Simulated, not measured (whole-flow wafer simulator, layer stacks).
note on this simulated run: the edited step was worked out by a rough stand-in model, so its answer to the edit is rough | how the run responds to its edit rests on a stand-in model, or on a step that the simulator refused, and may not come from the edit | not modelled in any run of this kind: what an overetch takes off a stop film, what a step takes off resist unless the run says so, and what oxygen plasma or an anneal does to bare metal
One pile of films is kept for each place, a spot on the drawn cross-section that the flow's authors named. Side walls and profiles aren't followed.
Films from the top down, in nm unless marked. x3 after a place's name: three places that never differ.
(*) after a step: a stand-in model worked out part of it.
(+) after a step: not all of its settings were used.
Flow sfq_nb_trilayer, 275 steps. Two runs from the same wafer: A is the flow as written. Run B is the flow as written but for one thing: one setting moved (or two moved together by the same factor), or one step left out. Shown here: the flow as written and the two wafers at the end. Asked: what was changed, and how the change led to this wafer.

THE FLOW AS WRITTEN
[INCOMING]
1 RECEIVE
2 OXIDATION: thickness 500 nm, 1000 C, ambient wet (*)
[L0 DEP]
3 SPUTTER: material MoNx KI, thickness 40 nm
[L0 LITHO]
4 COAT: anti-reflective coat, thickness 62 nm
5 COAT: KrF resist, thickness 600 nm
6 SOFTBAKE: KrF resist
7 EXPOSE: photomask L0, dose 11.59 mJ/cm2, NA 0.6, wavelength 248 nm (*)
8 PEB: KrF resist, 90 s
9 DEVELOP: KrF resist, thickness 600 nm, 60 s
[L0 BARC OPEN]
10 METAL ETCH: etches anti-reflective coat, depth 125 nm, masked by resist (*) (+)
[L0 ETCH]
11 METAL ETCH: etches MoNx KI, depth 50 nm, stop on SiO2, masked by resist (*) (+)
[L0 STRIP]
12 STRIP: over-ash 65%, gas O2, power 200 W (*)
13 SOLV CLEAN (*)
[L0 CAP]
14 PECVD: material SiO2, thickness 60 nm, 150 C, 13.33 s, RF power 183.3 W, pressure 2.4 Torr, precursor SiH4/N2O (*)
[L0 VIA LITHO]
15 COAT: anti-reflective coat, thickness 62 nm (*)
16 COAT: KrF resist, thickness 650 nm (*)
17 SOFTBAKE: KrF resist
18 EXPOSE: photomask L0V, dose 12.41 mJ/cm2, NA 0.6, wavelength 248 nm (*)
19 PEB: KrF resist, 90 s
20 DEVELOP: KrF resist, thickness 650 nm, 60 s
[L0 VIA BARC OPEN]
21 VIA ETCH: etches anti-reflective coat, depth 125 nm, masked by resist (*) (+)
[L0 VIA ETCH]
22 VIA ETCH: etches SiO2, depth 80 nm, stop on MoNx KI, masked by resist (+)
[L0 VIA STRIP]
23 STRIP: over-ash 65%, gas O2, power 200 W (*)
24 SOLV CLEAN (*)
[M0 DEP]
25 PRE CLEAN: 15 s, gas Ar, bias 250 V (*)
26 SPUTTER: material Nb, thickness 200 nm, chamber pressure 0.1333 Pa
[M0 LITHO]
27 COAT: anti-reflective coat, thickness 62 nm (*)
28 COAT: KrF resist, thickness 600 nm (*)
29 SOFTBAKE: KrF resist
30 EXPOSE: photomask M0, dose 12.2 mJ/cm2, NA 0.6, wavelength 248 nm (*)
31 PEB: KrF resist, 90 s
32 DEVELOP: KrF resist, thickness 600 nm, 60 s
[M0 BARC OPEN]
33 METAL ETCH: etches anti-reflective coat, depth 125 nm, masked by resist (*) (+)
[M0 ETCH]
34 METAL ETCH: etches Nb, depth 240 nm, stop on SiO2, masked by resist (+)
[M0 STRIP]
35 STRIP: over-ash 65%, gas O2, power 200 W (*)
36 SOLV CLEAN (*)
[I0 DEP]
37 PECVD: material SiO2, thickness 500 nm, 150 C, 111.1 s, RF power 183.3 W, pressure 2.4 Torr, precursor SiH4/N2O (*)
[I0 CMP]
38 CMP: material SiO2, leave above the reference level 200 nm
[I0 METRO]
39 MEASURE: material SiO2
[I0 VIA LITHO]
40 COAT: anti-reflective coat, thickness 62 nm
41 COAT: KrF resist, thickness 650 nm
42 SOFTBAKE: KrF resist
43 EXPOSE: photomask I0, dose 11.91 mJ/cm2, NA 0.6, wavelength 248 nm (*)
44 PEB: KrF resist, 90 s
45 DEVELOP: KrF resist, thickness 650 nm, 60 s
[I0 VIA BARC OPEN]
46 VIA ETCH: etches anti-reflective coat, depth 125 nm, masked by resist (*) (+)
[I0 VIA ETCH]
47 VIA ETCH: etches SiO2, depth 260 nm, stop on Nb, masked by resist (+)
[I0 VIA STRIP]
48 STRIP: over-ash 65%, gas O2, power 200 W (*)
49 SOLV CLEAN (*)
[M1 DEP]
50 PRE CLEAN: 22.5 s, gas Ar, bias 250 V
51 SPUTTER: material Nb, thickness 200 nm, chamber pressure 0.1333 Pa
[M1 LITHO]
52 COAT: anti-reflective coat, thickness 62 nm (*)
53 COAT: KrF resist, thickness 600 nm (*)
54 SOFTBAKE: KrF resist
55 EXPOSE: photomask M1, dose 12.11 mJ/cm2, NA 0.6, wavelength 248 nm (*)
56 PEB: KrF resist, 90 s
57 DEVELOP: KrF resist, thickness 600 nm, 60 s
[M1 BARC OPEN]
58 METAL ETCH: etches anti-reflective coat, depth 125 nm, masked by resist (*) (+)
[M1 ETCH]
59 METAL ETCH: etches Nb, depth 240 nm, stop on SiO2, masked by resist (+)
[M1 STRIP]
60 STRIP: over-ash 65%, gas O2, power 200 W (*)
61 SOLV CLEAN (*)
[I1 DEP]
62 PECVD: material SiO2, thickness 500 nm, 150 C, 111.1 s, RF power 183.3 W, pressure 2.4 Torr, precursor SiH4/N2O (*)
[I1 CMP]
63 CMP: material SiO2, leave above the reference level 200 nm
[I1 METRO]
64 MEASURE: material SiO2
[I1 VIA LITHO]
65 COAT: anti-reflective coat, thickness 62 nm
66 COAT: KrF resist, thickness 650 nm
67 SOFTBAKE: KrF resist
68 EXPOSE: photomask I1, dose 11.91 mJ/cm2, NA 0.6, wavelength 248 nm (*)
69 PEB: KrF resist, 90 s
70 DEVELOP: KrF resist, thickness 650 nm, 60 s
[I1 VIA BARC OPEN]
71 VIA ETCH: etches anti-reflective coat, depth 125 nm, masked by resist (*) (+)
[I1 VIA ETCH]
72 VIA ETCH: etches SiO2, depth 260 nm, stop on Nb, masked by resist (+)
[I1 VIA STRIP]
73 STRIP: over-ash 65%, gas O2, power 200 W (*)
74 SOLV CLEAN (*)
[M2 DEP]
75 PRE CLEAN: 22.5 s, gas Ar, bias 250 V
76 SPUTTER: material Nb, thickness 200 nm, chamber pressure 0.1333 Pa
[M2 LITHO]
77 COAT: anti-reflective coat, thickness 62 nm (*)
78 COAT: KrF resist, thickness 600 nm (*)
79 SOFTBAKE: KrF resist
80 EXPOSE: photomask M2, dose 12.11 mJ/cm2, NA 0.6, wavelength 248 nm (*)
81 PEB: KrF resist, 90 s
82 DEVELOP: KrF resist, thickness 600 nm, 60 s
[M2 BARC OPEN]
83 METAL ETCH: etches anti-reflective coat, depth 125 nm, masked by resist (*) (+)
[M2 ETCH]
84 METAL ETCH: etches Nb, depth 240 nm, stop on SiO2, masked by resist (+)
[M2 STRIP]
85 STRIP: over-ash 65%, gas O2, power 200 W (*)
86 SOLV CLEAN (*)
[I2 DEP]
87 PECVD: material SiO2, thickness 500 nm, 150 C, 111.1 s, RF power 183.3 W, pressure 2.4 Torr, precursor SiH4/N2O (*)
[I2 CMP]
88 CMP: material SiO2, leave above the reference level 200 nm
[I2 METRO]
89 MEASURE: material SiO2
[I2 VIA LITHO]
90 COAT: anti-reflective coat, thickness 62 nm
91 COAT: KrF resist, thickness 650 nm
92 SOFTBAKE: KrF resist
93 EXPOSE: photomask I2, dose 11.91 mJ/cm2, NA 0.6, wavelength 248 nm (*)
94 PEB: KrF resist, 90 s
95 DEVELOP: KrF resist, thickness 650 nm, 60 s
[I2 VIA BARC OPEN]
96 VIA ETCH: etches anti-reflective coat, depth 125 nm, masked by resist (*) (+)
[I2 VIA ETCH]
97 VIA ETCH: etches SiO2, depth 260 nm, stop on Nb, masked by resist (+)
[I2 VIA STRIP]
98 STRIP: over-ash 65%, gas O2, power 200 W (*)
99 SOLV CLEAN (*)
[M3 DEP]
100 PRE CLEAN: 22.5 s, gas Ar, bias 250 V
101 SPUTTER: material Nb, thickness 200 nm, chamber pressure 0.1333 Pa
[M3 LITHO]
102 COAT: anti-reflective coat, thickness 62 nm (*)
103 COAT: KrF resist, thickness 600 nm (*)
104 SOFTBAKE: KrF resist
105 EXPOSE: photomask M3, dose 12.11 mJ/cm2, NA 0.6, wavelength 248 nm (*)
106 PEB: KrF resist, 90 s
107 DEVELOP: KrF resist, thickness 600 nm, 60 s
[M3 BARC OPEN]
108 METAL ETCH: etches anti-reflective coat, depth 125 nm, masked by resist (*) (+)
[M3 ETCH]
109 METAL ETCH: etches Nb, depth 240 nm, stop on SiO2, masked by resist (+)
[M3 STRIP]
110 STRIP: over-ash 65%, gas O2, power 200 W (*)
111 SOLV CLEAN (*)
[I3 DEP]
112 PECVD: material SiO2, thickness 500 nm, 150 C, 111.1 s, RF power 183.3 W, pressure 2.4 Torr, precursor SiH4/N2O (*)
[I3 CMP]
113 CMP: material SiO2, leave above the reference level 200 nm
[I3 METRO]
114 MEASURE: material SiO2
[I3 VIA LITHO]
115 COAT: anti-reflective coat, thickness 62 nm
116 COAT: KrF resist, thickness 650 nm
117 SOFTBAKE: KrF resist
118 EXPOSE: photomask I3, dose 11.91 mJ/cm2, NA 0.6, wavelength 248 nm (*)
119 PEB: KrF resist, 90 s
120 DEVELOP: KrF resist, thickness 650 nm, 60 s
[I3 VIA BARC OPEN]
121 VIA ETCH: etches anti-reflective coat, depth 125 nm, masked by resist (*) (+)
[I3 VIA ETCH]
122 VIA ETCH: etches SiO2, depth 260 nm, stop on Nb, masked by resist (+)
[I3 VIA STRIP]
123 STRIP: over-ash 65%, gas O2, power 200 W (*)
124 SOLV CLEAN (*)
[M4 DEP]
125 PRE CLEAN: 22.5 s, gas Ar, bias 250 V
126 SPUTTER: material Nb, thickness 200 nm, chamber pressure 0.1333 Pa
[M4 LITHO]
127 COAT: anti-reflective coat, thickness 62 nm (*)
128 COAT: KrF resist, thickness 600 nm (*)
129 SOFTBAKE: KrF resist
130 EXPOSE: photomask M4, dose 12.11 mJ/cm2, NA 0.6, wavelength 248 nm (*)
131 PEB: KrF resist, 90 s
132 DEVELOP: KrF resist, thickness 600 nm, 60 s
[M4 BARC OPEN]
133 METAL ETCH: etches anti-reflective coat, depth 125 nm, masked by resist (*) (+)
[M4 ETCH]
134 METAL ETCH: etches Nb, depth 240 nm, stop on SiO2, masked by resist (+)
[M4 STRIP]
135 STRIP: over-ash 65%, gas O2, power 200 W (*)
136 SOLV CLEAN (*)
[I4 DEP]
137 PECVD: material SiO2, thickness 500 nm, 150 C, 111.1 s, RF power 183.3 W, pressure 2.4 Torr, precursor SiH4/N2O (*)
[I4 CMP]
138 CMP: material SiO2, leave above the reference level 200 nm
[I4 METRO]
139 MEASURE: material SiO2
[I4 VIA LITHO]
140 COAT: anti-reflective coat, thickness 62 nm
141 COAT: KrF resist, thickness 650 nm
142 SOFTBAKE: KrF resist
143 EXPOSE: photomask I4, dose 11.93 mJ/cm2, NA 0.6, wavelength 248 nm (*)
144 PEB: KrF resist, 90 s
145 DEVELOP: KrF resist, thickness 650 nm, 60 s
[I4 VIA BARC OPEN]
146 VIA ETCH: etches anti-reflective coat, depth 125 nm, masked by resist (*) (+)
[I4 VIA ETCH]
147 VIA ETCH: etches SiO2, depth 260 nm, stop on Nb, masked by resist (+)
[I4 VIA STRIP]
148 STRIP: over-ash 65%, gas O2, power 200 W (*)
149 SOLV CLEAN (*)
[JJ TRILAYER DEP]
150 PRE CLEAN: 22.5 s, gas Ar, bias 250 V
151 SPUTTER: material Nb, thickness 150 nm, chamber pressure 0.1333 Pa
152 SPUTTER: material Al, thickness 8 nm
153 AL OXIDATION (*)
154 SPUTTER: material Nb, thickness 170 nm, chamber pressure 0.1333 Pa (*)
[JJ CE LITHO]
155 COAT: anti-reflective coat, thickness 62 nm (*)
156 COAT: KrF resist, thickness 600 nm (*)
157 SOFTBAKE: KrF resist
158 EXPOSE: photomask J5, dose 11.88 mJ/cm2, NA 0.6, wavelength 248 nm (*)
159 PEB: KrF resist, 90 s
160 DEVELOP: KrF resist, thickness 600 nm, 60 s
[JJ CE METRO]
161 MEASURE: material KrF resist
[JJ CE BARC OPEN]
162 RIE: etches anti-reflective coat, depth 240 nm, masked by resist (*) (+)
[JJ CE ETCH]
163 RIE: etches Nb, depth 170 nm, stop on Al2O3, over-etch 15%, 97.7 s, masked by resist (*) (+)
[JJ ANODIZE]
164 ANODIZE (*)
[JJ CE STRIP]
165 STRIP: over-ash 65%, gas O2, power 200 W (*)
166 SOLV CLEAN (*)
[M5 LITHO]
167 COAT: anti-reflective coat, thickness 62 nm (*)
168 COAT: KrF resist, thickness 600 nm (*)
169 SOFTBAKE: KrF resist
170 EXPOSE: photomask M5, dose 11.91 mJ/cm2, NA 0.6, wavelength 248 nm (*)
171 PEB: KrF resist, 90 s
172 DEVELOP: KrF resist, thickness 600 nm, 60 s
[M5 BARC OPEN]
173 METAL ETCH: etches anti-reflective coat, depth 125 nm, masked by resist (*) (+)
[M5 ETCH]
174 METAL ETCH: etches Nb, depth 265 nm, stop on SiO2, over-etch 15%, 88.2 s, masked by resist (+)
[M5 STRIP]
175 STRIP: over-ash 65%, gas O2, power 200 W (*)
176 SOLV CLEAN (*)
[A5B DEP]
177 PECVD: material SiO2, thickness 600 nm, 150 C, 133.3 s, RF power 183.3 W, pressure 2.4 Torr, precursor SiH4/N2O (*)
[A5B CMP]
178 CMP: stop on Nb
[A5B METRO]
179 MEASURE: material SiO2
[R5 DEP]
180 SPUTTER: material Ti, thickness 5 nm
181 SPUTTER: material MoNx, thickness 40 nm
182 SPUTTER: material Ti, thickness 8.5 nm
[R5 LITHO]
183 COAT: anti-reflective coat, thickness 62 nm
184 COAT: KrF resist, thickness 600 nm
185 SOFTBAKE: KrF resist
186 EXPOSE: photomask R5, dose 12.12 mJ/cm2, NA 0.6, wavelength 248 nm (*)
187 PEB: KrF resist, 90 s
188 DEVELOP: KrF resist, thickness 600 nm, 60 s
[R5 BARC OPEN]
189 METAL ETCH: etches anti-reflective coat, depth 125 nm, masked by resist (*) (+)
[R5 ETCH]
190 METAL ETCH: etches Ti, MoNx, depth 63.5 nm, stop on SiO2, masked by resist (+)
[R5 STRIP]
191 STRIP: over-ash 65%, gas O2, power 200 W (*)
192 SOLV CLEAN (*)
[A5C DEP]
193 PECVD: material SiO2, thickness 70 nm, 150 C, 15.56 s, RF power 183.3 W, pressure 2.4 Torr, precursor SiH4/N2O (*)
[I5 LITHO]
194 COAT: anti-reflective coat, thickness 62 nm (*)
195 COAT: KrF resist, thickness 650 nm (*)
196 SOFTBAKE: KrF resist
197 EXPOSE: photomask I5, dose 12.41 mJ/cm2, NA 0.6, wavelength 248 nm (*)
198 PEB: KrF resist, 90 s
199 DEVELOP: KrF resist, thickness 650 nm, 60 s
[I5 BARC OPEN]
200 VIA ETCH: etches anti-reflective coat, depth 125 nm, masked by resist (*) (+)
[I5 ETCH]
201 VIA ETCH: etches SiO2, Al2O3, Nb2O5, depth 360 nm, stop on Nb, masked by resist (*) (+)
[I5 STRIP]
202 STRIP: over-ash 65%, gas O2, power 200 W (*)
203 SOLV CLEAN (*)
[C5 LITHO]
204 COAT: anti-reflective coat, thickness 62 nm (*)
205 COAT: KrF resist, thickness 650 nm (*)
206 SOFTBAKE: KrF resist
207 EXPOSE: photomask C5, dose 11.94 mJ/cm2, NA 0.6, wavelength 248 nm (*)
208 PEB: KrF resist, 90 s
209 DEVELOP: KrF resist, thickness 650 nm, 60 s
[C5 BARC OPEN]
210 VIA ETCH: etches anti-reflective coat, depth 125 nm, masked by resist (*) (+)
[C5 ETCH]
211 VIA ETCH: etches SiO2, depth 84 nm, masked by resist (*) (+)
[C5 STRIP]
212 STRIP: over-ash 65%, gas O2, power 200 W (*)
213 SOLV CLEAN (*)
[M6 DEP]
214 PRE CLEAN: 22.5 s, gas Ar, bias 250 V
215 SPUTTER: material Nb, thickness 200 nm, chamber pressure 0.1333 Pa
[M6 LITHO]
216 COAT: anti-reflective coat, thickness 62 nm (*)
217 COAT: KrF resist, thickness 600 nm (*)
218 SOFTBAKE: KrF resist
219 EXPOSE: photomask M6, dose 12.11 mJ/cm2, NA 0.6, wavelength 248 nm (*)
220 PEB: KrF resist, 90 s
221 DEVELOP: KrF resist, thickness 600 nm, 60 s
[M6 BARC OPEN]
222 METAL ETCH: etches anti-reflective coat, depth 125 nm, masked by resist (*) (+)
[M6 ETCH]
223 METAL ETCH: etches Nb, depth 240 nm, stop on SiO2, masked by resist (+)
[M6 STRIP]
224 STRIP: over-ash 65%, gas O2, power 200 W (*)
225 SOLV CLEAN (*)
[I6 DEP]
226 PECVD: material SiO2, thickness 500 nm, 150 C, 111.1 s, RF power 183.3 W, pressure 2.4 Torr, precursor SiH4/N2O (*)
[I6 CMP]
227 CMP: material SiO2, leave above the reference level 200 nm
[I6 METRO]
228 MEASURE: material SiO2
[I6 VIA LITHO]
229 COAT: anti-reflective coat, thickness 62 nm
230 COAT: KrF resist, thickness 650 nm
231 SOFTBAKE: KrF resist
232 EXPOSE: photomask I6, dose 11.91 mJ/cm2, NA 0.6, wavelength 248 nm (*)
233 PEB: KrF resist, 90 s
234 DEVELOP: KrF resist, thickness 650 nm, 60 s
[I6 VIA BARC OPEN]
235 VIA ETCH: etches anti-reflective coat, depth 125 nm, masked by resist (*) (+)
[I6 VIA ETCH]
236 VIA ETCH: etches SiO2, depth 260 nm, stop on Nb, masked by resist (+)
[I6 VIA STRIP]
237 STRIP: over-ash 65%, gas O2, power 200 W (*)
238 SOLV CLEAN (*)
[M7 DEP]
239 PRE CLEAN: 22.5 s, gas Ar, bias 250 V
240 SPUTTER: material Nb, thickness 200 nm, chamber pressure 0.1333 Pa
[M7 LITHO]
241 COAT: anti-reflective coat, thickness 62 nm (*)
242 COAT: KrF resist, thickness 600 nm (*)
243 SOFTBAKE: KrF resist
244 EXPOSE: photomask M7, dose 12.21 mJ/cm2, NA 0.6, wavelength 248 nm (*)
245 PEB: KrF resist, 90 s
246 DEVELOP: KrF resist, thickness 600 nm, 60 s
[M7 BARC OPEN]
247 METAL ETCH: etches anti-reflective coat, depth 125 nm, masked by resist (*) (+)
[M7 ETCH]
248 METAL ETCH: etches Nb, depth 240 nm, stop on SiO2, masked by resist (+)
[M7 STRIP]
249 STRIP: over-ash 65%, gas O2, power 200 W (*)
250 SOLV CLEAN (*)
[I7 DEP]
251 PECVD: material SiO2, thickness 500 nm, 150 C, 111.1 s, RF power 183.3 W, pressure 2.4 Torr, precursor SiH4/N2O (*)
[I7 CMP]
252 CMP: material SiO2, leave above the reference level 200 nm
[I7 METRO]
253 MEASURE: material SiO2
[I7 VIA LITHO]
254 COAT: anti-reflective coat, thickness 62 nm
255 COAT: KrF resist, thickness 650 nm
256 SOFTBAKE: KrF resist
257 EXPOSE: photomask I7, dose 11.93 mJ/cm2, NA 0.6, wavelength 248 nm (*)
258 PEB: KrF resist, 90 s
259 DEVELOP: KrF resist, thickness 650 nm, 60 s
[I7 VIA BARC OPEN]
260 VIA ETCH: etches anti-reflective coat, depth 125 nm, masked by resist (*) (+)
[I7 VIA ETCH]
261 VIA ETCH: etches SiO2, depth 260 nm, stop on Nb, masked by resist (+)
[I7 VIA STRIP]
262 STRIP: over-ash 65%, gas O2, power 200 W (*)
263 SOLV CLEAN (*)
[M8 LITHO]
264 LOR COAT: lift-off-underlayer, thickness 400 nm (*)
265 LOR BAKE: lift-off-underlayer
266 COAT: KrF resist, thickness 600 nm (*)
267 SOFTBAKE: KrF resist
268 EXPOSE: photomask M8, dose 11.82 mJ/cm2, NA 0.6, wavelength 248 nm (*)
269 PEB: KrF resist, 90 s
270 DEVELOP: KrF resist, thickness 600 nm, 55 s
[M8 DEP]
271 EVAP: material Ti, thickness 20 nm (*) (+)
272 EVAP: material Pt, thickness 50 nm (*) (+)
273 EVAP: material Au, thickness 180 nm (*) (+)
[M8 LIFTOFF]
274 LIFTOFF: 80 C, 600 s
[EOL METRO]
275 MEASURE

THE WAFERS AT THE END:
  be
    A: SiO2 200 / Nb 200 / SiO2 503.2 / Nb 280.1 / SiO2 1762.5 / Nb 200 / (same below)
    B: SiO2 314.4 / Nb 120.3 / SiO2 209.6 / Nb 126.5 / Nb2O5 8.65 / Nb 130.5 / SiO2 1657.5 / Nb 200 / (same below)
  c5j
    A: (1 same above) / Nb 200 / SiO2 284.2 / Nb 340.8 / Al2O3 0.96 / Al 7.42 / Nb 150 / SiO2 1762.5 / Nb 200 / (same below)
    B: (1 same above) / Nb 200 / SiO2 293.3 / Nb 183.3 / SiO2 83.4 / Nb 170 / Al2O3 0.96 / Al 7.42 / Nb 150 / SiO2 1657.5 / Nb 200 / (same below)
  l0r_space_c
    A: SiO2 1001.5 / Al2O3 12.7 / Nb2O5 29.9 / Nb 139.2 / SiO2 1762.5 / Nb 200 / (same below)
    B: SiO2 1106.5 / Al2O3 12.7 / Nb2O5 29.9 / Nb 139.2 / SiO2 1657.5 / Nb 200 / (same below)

The cause: step 137, PECVD: thickness 295 nm was run, where the flow has thickness 500 nm; step 137, PECVD: 65.56 s was run, where the flow has 111.1 s.

How the change led to this, step by step:
  137 PECVD: material SiO2, thickness 500 nm, 150 C, 111.1 s, RF power 183.3 W, pressure 2.4 Torr, precursor SiH4/N2O (*)
      field_l, be, be_sur and 55 more: A SiO2 +500 | B SiO2 +295
      v_sur, via_wl, via_w and 35 more: A SiO2 +500 (new film) | B SiO2 +295 (new film)
      (and at 10 more places)
  138 CMP: material SiO2, leave above the reference level 200 nm
      field_l, be, be_sur and 55 more: A SiO2 -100 | B nothing
      p3_s0, p3_s1, p3_s2, p3_s3, p3_s4, p3_s5: A SiO2 -157.1 | B nothing
      (and at 42 more places)
  140 COAT: anti-reflective coat, thickness 62 nm
      jj_sur, r_end, l0r_space_c, l0r_line_r: A anti-reflective coat +62 (new film) | B anti-reflective coat +63.9 (new film)
      p3_s0, p3_s1, p3_s2, p3_s3: A anti-reflective coat +62 (new film) | B anti-reflective coat +101.3 (new film)
      (and at 86 more places)
  141 COAT: KrF resist, thickness 650 nm
      m0r_line_l, r5r_line_r, m6r_line_l, m7r_line_l: A KrF resist +650 (new film) | B KrF resist +670.8 (new film)
      m0r_line_r, m6r_line_r, m7r_line_r: A KrF resist +650 (new film) | B KrF resist +670.7 (new film)
      (and at 57 more places)
  145 DEVELOP: KrF resist, thickness 650 nm, 60 s
      via_wl: A KrF resist -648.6 (all of it) | B KrF resist -606.7 (all of it)
      via_w: A KrF resist -648.6 (all of it) | B KrF resist -611.8 (all of it)
      (and at 1 more place)
  146 VIA ETCH: etches anti-reflective coat, depth 125 nm, masked by resist (*) (+)
      field_l, v_sur, via_sp and 100 more: A KrF resist -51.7 | B KrF resist -44.9
      via_wl, via_wr: A anti-reflective coat -62 (all of it), SiO2 -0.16 | B anti-reflective coat -53.9 (all of it), SiO2 -0.13
      (and at 1 more place)
  148 STRIP: over-ash 65%, gas O2, power 200 W (*)
      m0r_line_l, m6r_line_l, m7r_line_l: A KrF resist -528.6 (all of it), anti-reflective coat -62 (all of it) | B KrF resist -556.1 (all of it), anti-reflective coat -63.3 (all of it)
      m0r_space_l, m6r_space_l, m7r_space_l: A KrF resist -528.6 (all of it), anti-reflective coat -62 (all of it) | B KrF resist -547.7 (all of it), anti-reflective coat -76.4 (all of it)
      (and at 89 more places)
  151 SPUTTER: material Nb, thickness 150 nm, chamber pressure 0.1333 Pa
      lsp_r, l0_sur, l0v: A Nb +150 (new film) | B Nb +146.5 (new film)
      be, lsp_l: A Nb +150 (new film) | B Nb +142.1 (new film)
      (and at 1 more place)
  152 SPUTTER: material Al, thickness 8 nm
      via_v: A Al +8 (new film) | B Al +6.43 (new film)
  154 SPUTTER: material Nb, thickness 170 nm, chamber pressure 0.1333 Pa (*)
      lsp_r, l0_sur, l0v: A Nb +170 (new film) | B Nb +166 (new film)
      be, lsp_l: A Nb +170 (new film) | B Nb +160.3 (new film)
      (and at 1 more place)
  155 COAT: anti-reflective coat, thickness 62 nm (*)
      m0r_line_l, m0r_line_r, m6r_line_l, m6r_line_r, m7r_line_l, m7r_line_r: A anti-reflective coat +62 (new film) | B anti-reflective coat +63.5 (new film)
      m0r_space_l, m0r_space_r, m6r_space_l, m6r_space_r, m7r_space_l, m7r_space_r: A anti-reflective coat +62 (new film) | B anti-reflective coat +74.1 (new film)
      (and at 85 more places)
  156 COAT: KrF resist, thickness 600 nm (*)
      m0r_line_l, m0r_line_r, m6r_line_l, m6r_line_r, m7r_line_l, m7r_line_r: A KrF resist +600 (new film) | B KrF resist +618.7 (new film)
      m0r_space_l, m0r_space_r, m6r_space_l, m6r_space_r, m7r_space_l, m7r_space_r: A KrF resist +600 (new film) | B KrF resist +613 (new film)
      (and at 59 more places)
  160 DEVELOP: KrF resist, thickness 600 nm, 60 s
      m0r_line_l, m0r_line_r, m6r_line_l, m6r_line_r, m7r_line_l, m7r_line_r: A KrF resist -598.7 (all of it) | B KrF resist -617.4 (all of it)
      m0r_space_l, m0r_space_r, m6r_space_l, m6r_space_r, m7r_space_l, m7r_space_r: A KrF resist -598.7 (all of it) | B KrF resist -611.7 (all of it)
      (and at 58 more places)
  162 RIE: etches anti-reflective coat, depth 240 nm, masked by resist (*) (+)
      m0r_line_l, m0r_line_r, m6r_line_l, m6r_line_r, m7r_line_l, m7r_line_r: A anti-reflective coat -62 (all of it) | B anti-reflective coat -63.5 (all of it)
      m0r_space_l, m0r_space_r, m6r_space_l, m6r_space_r, m7r_space_l, m7r_space_r: A anti-reflective coat -62 (all of it) | B anti-reflective coat -74.1 (all of it)
      (and at 85 more places)
  163 RIE: etches Nb, depth 170 nm, stop on Al2O3, over-etch 15%, 97.7 s, masked by resist (*) (+)
      be, lsp_l: A Nb -170 (all of it), Al2O3 -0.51 | B Nb -160.3 (all of it), Al2O3 -0.96 (all of it)
      via_v: A Nb -170 (all of it), Al2O3 -0.51 | B Nb -134.5 (all of it), Al2O3 -0.96 (all of it)
      (and at 3 more places)
  164 ANODIZE (*)
      be, lsp_l: A Al2O3 +12.2, Nb2O5 +29.9 (new film), Al -7.42 (all of it), Nb -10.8 | B Al2O3 +11.5 (new film), Nb2O5 +32 (new film), Al -6.99 (all of it), Nb -11.5
      via_v: A Al2O3 +12.2, Nb2O5 +29.9 (new film), Al -7.42 (all of it), Nb -10.8 | B Al2O3 +9.65 (new film), Nb2O5 +35.4 (new film), Al -5.85 (all of it), Nb -12.7
      (and at 3 more places)
  ... 46 more steps ...
  274 LIFTOFF: 80 C, 600 s
      be: A Au -180 (all of it), Pt -50 (all of it), Ti -20 (all of it), KrF resist -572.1 (all of it), lift-off-underlayer -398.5 (all of it) | B Au -180 (all of it), Pt -50 (all of it), Ti -20 (all of it), KrF resist -613.3 (all of it), lift-off-underlayer -714.3 (all of it)
      be_sur: A Au -180 (all of it), Pt -50 (all of it), Ti -20 (all of it), KrF resist -572.6 (all of it), lift-off-underlayer -398.9 (all of it) | B Au -180 (all of it), Pt -50 (all of it), Ti -20 (all of it), KrF resist -587.1 (all of it), lift-off-underlayer -366.6 (all of it)
      (and at 1 more place)
Counting metal films that touch as one body, be has 4 bodies (between them, from the top down: SiO2 209.6; Nb2O5 8.65; SiO2 1657.5); the flow as written gives 3 bodies (between them, from the top down: SiO2 503.2; SiO2 1762.5).
Counting metal films that touch as one body, c5j has 5 bodies (between them, from the top down: SiO2 293.3; SiO2 83.4; Al2O3 0.96; SiO2 1657.5); the flow as written gives 4 bodies (between them, from the top down: SiO2 284.2; Al2O3 0.96; SiO2 1762.5).
